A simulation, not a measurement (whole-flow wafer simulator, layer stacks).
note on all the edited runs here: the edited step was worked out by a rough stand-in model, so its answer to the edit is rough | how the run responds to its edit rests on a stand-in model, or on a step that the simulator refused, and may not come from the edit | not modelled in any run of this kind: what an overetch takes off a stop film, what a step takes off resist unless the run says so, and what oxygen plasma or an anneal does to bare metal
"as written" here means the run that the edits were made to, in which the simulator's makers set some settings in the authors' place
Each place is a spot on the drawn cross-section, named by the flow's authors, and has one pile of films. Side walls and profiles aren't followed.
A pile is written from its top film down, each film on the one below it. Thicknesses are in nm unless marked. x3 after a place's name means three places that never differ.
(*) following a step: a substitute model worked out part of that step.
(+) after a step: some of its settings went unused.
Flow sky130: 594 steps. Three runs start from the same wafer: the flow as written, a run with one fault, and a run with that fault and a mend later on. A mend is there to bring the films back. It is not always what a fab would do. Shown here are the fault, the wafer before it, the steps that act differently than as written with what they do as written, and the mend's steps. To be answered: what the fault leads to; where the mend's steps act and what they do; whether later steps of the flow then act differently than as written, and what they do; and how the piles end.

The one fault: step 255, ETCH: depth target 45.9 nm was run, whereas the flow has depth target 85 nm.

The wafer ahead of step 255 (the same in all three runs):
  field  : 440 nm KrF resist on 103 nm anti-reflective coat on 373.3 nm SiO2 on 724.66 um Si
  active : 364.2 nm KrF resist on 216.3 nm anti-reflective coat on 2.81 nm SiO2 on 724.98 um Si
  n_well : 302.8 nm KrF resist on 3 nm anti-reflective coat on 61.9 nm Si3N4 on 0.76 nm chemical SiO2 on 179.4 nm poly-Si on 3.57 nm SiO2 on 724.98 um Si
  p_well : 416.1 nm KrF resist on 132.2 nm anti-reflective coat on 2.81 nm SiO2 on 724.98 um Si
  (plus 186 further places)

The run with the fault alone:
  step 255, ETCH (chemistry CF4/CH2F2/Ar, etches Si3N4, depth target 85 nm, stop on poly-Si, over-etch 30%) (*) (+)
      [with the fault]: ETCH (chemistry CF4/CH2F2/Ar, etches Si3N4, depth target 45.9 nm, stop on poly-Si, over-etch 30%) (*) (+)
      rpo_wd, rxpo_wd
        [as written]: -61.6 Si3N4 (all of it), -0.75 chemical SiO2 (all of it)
        [with the fault]: -45.9 Si3N4
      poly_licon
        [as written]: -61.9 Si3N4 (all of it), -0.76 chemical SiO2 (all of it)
        [with the fault]: -45.9 Si3N4
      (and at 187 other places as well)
  Steps further on in the flow that do not act as written (15 more steps, not shown, differ only slightly: by at most 2% or 0.5 nm, whichever is larger):
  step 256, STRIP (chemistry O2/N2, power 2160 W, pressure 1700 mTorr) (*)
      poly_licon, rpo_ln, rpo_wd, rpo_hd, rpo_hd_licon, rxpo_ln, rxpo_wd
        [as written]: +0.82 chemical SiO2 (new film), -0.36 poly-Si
        [with the fault]: nothing
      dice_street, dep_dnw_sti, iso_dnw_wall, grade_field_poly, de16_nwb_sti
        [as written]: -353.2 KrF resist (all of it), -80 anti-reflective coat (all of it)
        [with the fault]: -371 KrF resist (all of it), -80 anti-reflective coat (all of it)
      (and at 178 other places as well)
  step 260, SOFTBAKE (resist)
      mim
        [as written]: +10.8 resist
        [with the fault]: +11.8 resist
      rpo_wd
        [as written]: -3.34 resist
        [with the fault]: -4.26 resist
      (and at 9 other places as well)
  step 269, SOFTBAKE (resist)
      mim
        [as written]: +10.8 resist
        [with the fault]: +11.8 resist
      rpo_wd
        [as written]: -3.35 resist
        [with the fault]: -4.26 resist
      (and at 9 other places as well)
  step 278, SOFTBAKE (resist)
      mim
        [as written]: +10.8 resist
        [with the fault]: +11.8 resist
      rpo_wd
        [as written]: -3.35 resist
        [with the fault]: -4.26 resist
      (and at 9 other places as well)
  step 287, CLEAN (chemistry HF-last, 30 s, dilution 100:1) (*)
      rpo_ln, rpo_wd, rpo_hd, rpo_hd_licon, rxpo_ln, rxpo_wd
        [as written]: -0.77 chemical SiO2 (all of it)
        [with the fault]: -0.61 Si3N4
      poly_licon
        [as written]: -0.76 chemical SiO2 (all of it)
        [with the fault]: -0.61 Si3N4
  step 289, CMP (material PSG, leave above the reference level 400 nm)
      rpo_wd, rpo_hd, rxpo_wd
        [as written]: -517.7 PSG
        [with the fault]: -534.1 PSG
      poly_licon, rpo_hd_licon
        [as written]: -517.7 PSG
        [with the fault]: -534.4 PSG
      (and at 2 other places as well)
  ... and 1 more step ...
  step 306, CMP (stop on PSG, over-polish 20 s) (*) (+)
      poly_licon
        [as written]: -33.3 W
        [with the fault]: -34 W
  By the end, the piles at rpo_ln, rpo_wd, rpo_hd, rxpo_ln, rxpo_wd depart from the flow's by more than 2% or 0.5 nm, whichever is larger.
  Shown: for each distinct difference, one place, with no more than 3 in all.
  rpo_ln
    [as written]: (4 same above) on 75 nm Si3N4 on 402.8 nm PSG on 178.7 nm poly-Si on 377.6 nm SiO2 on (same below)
    [with the fault]: (4 same above) on 75 nm Si3N4 on 386.6 nm PSG on 14.9 nm Si3N4 on 0.75 nm chemical SiO2 on 179.4 nm poly-Si on 377.6 nm SiO2 on (same below)
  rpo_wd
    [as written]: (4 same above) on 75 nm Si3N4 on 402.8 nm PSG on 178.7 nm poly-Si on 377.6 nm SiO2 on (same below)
    [with the fault]: (4 same above) on 75 nm Si3N4 on 386.4 nm PSG on 15.1 nm Si3N4 on 0.75 nm chemical SiO2 on 179.4 nm poly-Si on 377.6 nm SiO2 on (same below)
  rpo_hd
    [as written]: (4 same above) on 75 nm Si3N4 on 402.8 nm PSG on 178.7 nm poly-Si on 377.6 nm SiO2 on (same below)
    [with the fault]: (4 same above) on 75 nm Si3N4 on 386.5 nm PSG on 15 nm Si3N4 on 0.75 nm chemical SiO2 on 179.4 nm poly-Si on 377.6 nm SiO2 on (same below)

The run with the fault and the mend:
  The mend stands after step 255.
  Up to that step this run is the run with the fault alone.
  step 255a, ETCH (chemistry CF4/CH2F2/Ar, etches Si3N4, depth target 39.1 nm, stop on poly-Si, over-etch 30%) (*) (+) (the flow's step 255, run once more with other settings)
      field, active, n_well and 180 more
        -10.9 KrF resist
      rpo_wd, rxpo_wd
        -15.7 Si3N4 (all of it), -0.75 chemical SiO2 (all of it)
      poly_licon
        -16 Si3N4 (all of it), -0.76 chemical SiO2 (all of it)
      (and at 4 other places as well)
  Steps further on in the flow that do not act as written:
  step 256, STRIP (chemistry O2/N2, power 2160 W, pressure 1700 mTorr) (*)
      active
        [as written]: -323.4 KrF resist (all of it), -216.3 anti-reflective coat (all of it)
        [with the mend]: -330.3 KrF resist (all of it), -216.3 anti-reflective coat (all of it)
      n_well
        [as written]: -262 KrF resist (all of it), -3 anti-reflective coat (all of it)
        [with the mend]: -268.9 KrF resist (all of it), -3 anti-reflective coat (all of it)
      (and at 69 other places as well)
  By the end, the piles equal the flow's at every place that both follow.
